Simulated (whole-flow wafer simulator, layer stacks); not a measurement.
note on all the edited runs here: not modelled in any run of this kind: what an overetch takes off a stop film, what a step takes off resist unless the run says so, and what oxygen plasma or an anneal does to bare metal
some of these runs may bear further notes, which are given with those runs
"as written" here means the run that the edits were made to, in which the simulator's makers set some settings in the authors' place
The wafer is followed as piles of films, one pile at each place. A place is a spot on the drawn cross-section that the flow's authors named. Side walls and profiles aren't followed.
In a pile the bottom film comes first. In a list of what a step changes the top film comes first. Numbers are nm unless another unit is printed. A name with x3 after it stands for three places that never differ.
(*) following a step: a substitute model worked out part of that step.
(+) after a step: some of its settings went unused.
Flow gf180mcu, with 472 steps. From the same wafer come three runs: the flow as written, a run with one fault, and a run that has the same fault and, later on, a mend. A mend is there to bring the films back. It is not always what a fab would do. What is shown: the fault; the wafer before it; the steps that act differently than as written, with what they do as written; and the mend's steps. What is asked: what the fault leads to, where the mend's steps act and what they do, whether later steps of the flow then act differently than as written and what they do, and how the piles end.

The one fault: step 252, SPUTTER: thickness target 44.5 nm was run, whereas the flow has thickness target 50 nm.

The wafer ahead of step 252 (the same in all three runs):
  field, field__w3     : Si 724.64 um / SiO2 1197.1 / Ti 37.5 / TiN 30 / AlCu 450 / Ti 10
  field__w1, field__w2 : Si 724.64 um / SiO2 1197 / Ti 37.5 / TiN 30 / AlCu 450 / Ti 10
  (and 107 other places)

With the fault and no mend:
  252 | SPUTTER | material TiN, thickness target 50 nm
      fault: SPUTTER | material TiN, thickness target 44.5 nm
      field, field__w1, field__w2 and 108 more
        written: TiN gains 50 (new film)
        fault: TiN gains 44.5 (new film)
  Steps later in the flow that act otherwise than as written (5 more steps, not shown, differ only slightly: by at most 2% or 0.5 nm, whichever is larger):
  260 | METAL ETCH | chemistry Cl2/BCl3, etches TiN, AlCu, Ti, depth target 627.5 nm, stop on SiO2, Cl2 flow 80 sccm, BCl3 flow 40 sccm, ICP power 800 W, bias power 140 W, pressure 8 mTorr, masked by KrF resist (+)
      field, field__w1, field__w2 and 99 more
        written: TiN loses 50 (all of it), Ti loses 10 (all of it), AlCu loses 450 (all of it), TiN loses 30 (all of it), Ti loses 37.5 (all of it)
        fault: TiN loses 44.5 (all of it), Ti loses 10 (all of it), AlCu loses 450 (all of it), TiN loses 30 (all of it), Ti loses 37.5 (all of it)
  At field__w8, contact, m1 and 6 more, the piles at the end differ from the flow's by more than 2% or 0.5 nm, whichever is larger.
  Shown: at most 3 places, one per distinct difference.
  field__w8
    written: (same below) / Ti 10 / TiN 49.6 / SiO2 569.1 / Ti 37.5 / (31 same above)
    fault: (same below) / Ti 10 / TiN 44.1 / SiO2 574.6 / Ti 37.5 / (31 same above)
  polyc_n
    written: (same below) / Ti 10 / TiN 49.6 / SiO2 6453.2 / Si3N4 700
    fault: (same below) / Ti 10 / TiN 44.1 / SiO2 6458.7 / Si3N4 700
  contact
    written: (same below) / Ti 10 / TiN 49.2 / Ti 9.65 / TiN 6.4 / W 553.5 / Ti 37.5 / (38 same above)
    fault: (same below) / Ti 10 / TiN 43.7 / Ti 9.62 / TiN 6.38 / W 559.1 / Ti 37.5 / (38 same above)

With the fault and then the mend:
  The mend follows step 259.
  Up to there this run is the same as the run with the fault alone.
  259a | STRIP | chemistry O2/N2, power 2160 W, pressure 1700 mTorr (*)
      field__w8, contact, m1 and 6 more
        KrF resist loses 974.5 (all of it)
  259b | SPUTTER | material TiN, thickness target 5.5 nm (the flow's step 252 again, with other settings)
      field, field__w1, field__w2 and 108 more
        TiN gains 5.5
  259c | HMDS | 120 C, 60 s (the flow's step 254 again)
      leaves every film unchanged at each place that is followed
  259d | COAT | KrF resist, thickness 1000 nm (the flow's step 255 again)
      field, field__w1, field__w2 and 108 more
        KrF resist gains 1000 (new film)
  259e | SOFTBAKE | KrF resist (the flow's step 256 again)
      leaves every film unchanged at each place that is followed
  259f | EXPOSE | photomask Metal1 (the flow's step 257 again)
      leaves every film unchanged at each place that is followed
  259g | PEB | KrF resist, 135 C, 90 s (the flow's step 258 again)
      field, field__w1, field__w2 and 108 more
        KrF resist loses 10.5
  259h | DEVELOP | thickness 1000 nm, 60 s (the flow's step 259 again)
      field, field__w1, field__w2 and 99 more
        KrF resist loses 989.5 (all of it)
      field__w8, contact, m1 and 6 more
        KrF resist loses 14.9
  Later steps of the flow that are run all act as written at every place that is followed.
  The piles end the same as the flow's at every place that both follow.
